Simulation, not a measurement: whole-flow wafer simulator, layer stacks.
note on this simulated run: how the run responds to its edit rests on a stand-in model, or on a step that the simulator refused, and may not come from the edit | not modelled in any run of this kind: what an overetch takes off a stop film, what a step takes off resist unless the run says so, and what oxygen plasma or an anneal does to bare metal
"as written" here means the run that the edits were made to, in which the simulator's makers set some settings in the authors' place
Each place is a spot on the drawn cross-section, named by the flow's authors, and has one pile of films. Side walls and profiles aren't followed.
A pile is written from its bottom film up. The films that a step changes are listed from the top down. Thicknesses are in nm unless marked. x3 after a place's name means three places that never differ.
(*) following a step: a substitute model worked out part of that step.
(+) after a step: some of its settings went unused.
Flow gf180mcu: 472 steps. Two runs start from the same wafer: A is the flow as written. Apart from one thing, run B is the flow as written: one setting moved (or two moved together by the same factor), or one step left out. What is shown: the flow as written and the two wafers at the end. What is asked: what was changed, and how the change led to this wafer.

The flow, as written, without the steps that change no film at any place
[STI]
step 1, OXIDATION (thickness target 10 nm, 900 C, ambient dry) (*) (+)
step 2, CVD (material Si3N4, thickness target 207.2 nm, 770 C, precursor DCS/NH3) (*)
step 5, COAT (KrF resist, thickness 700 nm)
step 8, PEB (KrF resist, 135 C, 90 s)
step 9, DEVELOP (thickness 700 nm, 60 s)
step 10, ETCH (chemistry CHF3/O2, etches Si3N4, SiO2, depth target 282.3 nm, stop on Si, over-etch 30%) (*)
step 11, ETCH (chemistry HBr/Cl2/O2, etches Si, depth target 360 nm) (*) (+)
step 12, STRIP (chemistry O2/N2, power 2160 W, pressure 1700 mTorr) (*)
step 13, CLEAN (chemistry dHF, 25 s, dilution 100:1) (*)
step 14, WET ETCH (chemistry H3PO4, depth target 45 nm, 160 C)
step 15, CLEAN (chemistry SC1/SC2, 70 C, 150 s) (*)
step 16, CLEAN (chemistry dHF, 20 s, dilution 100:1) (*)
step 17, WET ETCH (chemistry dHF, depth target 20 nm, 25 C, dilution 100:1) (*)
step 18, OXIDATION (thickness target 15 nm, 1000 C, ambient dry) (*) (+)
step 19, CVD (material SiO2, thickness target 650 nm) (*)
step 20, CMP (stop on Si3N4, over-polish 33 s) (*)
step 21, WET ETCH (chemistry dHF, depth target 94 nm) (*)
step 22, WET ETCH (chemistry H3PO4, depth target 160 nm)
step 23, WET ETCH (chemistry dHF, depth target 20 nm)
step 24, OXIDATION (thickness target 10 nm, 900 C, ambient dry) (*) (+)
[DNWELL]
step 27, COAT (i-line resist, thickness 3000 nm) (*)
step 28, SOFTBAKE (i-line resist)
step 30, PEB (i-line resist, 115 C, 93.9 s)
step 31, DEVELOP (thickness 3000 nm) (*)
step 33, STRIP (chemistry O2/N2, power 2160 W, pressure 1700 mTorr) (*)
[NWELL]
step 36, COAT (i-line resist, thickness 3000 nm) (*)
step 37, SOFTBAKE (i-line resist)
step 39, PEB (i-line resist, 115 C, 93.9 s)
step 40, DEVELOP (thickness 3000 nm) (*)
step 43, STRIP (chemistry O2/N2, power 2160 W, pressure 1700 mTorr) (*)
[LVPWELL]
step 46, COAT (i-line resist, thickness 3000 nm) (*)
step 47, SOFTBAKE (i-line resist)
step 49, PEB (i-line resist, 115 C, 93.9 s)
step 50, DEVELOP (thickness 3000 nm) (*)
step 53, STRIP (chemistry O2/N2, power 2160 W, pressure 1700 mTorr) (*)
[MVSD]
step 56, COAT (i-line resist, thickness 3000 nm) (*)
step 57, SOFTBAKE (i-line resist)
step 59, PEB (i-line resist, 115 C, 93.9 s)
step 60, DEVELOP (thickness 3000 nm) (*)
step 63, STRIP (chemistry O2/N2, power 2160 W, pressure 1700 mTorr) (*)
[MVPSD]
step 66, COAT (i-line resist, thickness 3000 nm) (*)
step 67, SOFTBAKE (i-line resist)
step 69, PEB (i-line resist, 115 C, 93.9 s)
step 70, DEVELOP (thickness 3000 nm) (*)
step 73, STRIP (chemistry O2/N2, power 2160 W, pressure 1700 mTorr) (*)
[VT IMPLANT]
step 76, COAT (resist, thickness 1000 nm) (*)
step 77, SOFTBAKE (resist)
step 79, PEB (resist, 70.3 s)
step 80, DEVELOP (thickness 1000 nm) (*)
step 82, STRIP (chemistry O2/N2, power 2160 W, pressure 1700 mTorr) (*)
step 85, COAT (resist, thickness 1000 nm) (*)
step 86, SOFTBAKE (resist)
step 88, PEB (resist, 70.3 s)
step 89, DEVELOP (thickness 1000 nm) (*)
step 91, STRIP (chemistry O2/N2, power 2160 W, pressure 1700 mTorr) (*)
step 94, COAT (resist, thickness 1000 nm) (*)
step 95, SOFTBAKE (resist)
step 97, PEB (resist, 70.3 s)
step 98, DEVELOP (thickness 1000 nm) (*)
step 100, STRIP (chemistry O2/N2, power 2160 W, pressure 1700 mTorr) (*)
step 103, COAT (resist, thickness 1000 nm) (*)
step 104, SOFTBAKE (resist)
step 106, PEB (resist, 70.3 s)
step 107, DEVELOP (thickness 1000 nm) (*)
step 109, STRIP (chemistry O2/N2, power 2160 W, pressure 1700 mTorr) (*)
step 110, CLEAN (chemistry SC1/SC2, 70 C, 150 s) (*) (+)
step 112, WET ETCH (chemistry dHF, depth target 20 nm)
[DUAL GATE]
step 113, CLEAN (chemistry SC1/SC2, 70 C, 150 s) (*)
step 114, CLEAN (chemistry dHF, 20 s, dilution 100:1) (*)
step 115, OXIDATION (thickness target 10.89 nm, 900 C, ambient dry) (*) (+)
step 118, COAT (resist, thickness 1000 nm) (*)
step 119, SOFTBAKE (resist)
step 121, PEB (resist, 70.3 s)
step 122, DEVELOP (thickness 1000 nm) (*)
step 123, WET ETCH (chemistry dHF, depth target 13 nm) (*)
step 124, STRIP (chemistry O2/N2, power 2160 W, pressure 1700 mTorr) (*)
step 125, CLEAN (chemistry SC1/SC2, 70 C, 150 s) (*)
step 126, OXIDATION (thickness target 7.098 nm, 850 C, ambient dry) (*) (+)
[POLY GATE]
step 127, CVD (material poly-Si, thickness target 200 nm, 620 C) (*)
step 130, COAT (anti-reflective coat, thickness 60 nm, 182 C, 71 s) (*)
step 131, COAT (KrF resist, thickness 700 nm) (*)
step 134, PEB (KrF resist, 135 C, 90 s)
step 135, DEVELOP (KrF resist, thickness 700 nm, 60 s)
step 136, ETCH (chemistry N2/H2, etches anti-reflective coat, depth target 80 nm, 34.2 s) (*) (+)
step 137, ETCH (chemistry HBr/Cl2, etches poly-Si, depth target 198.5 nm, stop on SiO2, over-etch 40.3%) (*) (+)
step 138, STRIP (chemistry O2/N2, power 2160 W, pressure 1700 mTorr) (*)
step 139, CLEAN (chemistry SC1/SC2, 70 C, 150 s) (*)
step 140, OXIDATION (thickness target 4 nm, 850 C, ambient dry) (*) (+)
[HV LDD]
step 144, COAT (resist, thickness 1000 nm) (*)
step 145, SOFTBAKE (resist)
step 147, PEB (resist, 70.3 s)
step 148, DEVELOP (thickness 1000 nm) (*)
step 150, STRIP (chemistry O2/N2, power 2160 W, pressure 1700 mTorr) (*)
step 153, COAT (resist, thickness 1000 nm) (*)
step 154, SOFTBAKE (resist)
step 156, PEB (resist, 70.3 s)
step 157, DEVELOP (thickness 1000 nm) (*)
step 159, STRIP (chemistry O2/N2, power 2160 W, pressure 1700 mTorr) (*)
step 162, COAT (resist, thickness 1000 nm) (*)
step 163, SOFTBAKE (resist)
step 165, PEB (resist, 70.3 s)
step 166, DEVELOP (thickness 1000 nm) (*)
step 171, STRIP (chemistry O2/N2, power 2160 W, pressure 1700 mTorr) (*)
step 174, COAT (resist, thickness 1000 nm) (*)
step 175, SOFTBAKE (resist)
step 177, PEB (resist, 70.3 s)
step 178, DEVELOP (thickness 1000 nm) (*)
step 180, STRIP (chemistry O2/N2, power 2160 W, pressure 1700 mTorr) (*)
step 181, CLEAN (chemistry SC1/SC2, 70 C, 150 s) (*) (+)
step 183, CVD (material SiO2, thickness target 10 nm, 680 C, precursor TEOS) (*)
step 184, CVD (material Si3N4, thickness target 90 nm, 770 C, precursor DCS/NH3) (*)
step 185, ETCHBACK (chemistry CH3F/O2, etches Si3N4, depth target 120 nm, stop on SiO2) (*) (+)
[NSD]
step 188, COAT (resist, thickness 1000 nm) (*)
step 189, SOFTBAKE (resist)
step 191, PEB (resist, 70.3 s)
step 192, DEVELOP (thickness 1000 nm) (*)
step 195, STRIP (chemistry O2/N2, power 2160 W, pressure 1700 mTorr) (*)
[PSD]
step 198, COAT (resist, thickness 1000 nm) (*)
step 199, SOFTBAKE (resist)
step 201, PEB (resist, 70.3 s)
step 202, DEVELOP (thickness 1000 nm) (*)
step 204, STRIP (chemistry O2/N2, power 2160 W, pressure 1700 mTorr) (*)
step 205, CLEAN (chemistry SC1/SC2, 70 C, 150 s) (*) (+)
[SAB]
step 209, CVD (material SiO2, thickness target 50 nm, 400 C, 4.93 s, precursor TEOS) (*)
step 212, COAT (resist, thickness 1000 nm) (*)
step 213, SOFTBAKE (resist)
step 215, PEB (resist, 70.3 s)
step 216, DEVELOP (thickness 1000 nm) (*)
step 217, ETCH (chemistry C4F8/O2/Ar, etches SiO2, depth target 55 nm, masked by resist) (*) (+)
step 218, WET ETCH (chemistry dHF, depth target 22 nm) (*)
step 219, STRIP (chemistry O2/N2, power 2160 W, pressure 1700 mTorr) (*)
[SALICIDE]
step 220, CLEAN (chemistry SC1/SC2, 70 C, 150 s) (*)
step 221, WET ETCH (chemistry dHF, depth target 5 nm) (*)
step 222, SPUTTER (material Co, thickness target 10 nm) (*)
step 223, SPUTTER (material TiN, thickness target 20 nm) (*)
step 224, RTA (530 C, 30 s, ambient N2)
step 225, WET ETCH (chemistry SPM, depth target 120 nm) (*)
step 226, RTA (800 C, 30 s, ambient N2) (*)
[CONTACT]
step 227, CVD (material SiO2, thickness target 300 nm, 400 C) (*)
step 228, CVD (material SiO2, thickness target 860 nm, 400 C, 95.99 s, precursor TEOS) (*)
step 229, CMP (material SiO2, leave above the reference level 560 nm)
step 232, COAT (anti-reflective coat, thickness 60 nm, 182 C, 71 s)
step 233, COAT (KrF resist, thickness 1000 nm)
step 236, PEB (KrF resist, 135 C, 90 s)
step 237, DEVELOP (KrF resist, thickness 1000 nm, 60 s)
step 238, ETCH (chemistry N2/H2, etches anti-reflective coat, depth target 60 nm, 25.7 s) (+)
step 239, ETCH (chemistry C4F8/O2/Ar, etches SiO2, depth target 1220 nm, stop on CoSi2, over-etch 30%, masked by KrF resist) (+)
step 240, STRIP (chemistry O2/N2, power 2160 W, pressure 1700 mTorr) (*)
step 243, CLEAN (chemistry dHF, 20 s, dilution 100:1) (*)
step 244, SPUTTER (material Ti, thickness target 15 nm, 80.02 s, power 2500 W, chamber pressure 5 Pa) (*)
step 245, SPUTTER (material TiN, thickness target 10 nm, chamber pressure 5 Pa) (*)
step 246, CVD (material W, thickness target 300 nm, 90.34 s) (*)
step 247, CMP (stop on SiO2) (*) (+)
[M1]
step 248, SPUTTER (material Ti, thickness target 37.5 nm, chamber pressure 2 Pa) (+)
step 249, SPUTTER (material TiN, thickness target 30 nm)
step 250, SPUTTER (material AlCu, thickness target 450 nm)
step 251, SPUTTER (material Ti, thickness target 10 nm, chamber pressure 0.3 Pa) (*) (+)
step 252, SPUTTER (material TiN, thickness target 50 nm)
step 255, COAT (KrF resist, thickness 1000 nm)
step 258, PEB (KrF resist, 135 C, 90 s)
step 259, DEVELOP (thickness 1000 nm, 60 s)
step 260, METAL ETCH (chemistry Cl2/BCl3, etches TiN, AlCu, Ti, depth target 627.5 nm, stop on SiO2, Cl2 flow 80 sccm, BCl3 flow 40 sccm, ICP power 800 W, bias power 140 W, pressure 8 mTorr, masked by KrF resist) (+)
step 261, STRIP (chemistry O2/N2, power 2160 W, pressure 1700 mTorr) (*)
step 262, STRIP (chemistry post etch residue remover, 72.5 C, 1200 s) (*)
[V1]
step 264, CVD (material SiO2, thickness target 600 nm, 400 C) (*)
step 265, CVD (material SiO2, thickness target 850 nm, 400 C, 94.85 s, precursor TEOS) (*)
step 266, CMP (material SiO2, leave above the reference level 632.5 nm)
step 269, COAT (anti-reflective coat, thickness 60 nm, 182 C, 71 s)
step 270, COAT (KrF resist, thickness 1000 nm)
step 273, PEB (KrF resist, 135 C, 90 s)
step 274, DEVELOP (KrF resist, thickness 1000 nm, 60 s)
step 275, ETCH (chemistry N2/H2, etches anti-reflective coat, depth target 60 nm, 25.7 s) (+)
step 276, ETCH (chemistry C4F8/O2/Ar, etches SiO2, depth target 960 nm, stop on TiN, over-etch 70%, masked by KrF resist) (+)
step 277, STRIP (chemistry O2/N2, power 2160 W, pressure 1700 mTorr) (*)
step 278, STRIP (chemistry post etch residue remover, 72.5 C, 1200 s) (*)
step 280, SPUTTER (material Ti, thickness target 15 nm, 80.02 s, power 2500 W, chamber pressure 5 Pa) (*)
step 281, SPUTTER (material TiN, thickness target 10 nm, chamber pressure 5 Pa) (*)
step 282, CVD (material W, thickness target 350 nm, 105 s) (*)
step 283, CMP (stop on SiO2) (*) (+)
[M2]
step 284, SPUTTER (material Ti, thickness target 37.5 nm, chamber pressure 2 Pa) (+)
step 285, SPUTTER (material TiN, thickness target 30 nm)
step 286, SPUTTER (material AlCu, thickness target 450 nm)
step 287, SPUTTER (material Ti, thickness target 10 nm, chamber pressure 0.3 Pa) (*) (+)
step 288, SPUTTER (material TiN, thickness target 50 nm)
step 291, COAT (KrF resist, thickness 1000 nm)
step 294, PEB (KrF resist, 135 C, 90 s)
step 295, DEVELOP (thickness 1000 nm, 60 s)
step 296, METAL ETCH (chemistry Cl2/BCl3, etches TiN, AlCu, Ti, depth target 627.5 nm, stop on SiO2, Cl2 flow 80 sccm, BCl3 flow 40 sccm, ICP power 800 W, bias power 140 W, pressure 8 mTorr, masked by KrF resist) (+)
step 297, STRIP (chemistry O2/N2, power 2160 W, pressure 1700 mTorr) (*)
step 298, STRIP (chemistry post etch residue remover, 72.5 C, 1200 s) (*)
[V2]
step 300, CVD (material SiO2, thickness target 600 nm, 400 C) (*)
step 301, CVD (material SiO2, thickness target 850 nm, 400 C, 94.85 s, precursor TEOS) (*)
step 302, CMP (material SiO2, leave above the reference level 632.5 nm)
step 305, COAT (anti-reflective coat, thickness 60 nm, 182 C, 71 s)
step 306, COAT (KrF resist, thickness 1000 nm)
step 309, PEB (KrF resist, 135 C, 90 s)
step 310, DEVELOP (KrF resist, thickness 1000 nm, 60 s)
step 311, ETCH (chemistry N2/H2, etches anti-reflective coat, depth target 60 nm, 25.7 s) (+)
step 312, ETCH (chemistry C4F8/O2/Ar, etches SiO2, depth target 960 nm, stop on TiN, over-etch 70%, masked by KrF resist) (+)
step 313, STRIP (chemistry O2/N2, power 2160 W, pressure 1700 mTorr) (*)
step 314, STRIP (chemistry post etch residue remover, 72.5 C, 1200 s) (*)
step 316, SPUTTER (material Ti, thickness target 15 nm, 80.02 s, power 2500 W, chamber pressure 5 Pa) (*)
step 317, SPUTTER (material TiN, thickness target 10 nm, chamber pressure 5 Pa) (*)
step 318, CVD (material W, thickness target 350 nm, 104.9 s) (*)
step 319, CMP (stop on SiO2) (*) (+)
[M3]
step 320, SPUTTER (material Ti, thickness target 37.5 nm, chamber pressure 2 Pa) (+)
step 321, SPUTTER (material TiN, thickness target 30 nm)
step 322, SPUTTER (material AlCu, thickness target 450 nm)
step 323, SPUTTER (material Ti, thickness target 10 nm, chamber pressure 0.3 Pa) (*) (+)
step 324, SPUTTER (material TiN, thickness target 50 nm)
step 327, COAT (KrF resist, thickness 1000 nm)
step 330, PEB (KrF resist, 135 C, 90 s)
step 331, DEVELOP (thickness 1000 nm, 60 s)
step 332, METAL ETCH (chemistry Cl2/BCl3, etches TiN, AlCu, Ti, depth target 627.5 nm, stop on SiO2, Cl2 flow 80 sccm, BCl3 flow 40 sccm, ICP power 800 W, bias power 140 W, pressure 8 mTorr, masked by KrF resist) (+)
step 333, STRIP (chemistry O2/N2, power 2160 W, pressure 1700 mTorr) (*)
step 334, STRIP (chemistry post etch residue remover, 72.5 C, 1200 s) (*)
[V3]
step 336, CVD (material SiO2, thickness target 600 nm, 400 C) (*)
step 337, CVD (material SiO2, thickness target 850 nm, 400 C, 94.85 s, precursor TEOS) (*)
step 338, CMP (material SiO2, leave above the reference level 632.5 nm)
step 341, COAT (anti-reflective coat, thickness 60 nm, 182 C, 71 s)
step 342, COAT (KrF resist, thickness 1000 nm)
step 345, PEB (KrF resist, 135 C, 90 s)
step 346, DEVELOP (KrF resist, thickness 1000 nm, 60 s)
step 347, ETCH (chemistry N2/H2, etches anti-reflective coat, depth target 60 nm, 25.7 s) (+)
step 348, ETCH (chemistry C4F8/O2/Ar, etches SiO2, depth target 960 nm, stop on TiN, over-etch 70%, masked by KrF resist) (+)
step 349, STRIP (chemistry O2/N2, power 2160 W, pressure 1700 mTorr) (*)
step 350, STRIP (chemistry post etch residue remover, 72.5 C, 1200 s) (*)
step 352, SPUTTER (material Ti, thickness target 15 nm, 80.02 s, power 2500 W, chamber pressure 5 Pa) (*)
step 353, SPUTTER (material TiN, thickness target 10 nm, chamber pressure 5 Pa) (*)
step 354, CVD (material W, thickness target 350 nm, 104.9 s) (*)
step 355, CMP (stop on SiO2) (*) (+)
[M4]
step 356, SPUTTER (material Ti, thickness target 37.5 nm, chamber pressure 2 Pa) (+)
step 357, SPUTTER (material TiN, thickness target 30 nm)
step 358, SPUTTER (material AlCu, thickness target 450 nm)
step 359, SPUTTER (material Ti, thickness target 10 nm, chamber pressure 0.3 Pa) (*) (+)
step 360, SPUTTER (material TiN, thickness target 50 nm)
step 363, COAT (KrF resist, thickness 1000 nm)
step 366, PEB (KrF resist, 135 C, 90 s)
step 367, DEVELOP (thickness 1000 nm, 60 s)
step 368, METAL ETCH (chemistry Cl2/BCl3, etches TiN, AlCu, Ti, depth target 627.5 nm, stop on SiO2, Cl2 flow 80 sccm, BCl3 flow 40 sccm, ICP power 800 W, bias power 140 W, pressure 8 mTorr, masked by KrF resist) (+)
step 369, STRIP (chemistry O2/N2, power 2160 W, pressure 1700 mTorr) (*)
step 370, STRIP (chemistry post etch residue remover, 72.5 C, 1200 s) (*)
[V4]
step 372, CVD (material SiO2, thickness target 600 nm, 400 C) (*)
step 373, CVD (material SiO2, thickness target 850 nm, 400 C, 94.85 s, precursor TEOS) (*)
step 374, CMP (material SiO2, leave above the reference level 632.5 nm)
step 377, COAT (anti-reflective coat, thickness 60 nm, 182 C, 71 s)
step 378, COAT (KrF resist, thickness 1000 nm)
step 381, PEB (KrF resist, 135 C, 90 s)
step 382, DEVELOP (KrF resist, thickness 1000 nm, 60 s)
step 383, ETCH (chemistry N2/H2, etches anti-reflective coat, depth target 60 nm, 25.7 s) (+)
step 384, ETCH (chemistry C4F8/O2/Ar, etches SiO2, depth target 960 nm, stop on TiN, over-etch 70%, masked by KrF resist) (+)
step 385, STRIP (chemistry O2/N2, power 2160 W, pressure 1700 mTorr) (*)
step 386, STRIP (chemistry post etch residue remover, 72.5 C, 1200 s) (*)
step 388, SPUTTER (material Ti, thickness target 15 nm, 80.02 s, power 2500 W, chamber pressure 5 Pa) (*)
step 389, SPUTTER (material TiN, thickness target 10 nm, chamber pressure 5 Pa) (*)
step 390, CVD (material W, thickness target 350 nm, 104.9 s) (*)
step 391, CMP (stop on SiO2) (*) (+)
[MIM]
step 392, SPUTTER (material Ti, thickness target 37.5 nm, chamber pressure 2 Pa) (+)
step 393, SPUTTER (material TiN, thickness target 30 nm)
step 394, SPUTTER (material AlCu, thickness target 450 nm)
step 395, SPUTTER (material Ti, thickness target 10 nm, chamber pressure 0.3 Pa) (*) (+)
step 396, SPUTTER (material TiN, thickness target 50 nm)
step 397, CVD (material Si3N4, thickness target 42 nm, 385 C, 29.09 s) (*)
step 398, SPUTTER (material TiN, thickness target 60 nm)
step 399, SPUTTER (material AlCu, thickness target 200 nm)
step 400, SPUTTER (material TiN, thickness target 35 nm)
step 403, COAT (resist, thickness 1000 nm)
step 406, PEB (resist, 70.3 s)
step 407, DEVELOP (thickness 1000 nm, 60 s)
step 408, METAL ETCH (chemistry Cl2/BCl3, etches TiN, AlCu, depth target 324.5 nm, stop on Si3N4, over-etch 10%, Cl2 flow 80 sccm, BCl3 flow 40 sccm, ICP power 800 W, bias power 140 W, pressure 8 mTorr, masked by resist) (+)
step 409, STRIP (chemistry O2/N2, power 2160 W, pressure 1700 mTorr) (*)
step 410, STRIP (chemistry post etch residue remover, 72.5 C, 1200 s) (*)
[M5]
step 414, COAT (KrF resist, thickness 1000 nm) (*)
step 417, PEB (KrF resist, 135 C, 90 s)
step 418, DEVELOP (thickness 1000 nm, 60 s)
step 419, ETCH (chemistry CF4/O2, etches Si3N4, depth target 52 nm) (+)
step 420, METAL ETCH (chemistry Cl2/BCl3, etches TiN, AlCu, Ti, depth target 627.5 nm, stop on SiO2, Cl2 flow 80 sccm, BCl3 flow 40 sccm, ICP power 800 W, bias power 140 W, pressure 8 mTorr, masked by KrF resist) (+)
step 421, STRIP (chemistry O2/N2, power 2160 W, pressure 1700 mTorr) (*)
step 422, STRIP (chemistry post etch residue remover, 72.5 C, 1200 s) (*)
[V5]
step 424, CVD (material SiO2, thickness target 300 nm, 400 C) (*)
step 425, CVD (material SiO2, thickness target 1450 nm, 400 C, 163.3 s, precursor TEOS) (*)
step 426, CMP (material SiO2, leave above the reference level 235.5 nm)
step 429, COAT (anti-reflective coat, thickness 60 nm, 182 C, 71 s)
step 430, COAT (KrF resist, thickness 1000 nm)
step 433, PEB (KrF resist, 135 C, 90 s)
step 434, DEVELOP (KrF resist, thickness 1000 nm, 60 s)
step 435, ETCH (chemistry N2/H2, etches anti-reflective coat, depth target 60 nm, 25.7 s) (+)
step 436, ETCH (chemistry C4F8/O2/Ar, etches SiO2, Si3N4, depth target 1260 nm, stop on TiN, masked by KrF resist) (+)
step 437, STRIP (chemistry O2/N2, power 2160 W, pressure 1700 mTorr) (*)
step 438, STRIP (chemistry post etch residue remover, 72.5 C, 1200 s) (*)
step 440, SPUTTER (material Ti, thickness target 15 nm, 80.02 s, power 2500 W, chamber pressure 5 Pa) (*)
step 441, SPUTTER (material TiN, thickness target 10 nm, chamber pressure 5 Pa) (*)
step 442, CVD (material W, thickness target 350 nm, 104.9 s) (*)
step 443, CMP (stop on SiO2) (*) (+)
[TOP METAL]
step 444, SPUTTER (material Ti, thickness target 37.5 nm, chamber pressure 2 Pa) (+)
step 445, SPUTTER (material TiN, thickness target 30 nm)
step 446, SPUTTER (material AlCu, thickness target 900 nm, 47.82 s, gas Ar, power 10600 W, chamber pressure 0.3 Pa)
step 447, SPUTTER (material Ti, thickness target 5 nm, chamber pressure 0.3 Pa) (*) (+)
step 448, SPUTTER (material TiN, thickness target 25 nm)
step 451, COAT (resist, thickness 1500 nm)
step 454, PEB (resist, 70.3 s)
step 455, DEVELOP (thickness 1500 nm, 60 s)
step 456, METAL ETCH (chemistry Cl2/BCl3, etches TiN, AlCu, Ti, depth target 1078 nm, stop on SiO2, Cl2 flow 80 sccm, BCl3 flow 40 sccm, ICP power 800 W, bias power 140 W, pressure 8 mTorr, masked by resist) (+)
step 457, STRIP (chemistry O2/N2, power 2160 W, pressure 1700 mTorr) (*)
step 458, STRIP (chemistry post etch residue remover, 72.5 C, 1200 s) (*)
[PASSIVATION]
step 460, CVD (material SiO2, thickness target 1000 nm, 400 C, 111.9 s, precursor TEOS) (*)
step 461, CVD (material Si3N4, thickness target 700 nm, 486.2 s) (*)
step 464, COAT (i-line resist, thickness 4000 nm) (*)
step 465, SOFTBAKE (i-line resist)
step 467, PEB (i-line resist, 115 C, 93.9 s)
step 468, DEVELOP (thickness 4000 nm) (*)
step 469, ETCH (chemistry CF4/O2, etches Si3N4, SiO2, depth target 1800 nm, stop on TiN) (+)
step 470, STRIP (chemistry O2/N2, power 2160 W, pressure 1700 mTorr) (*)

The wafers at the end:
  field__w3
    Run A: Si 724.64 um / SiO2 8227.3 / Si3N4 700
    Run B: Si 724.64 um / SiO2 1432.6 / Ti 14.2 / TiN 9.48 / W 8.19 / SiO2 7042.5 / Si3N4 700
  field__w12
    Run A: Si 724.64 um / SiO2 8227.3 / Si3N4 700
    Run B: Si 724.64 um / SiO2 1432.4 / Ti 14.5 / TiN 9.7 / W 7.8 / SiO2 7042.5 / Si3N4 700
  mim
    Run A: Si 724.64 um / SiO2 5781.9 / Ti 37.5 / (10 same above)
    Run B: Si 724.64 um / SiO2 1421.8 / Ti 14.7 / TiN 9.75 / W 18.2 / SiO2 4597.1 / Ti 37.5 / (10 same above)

The reason: step 229, CMP: leave above the reference level 840 nm was run, whereas the flow has leave above the reference level 560 nm.

How this came from the change, step by step:
  step 229, CMP (material SiO2, leave above the reference level 560 nm)
      field_sub, field_sub__w2: A -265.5 SiO2 | B nothing
      field__w2: A -250 SiO2 | B nothing
      (as well as at 108 more places)
  step 232, COAT (anti-reflective coat, thickness 60 nm, 182 C, 71 s)
      sd_p, ld_drift_n: A +60 anti-reflective coat (new film) | B +57.4 anti-reflective coat (new film)
      gate_p, sd_p_hv: A +60 anti-reflective coat (new film) | B +58 anti-reflective coat (new film)
      (as well as at 33 more places)
  step 239, ETCH (chemistry C4F8/O2/Ar, etches SiO2, depth target 1220 nm, stop on CoSi2, over-etch 30%, masked by KrF resist) (+)
      field, field__w1, field__w2 and 105 more: A -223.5 KrF resist | B -244 KrF resist
      polyc_n, polyc_p: A -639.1 SiO2 (all of it) | B -919.1 SiO2 (all of it)
      (as well as at 1 more place)
  step 240, STRIP (chemistry O2/N2, power 2160 W, pressure 1700 mTorr) (*)
      iso_nw_fld, iso_ptap_sub, iso_fld_sub and 29 more: A -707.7 KrF resist (all of it), -60 anti-reflective coat (all of it) | B -687.2 KrF resist (all of it), -60 anti-reflective coat (all of it)
      p_well, sti, spacer, sd_n, mim_1p0, pad, dice_street: A -707.7 KrF resist (all of it), -60 anti-reflective coat (all of it) | B -686.6 KrF resist (all of it), -59.4 anti-reflective coat (all of it)
      (as well as at 69 more places)
  step 244, SPUTTER (material Ti, thickness target 15 nm, 80.02 s, power 2500 W, chamber pressure 5 Pa) (*)
      field__w2: A +15 Ti (new film) | B +14.1 Ti (new film)
      field__w3: A +15 Ti (new film) | B +14.2 Ti (new film)
      (as well as at 1 more place)
  step 245, SPUTTER (material TiN, thickness target 10 nm, chamber pressure 5 Pa) (*)
      field__w2: A +10 TiN (new film) | B +9.35 TiN (new film)
      field__w3: A +10 TiN (new film) | B +9.48 TiN (new film)
      (as well as at 1 more place)
  step 246, CVD (material W, thickness target 300 nm, 90.34 s) (*)
      polyc_n, polyc_p: A +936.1 W (new film) | B +1216.1 W (new film)
      contact: A +1167.5 W (new film) | B +1445.3 W (new film)
  step 247, CMP (stop on SiO2) (*) (+)
      field__w3, field__w12: A -300 W (all of it), -10 TiN (all of it), -15 Ti (all of it), -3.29 SiO2 | B -285.7 W
      field_sub, field_sub__w2: A -300 W (all of it), -10 TiN (all of it), -15 Ti (all of it), -3.29 SiO2 | B -300 W (all of it), -10 TiN (all of it), -4.13 Ti
      (as well as at 10 more places)
  step 248, SPUTTER (material Ti, thickness target 37.5 nm, chamber pressure 2 Pa) (+)
      field__w6, field_sub, field_sub__w2, active_nat: A +37.5 Ti (new film) | B +37.5 Ti
  step 260, METAL ETCH (chemistry Cl2/BCl3, etches TiN, AlCu, Ti, depth target 627.5 nm, stop on SiO2, Cl2 flow 80 sccm, BCl3 flow 40 sccm, ICP power 800 W, bias power 140 W, pressure 8 mTorr, masked by KrF resist) (+)
      field__w3, field__w12, mim: A -50 TiN (all of it), -10 Ti (all of it), -450 AlCu (all of it), -30 TiN (all of it), -37.5 Ti (all of it) | B -50 TiN (all of it), -10 Ti (all of it), -450 AlCu (all of it), -30 TiN (all of it), -37.5 Ti (all of it), -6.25 W
      field__w2: A -50 TiN (all of it), -10 Ti (all of it), -450 AlCu (all of it), -30 TiN (all of it), -37.5 Ti (all of it) | B -50 TiN (all of it), -10 Ti (all of it), -450 AlCu (all of it), -30 TiN (all of it), -37.5 Ti (all of it), -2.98 W (all of it), -9.35 TiN (all of it), -14.1 Ti (all of it), -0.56 SiO2
      (as well as at 6 more places)
  step 262, STRIP (chemistry post etch residue remover, 72.5 C, 1200 s) (*)
      field__w3, field__w12, mim: A nothing | B -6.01 W
  step 264, CVD (material SiO2, thickness target 600 nm, 400 C) (*)
      field__w3, field__w12, mim: A +600 SiO2 | B +600 SiO2 (new film)
      field__w2: A +600 SiO2 | B +614.3 SiO2
  step 266, CMP (material SiO2, leave above the reference level 632.5 nm)
      field__w3, field__w12, mim: A -300 SiO2 | B -287.7 SiO2
      field_sub, field_sub__w2: A -300 SiO2 | B -289.1 SiO2
      (as well as at 3 more places)
With metal films that touch counted as one body, field__w3 has 1 body; the flow as written gives 0 bodies.
With metal films that touch counted as one body, field__w12 has 1 body; the flow as written gives 0 bodies.
With metal films that touch counted as one body, mim has 3 bodies (between them, from the top down: Si3N4 42; SiO2 4597.1); the flow as written gives 2 bodies (between them, from the top down: Si3N4 42).
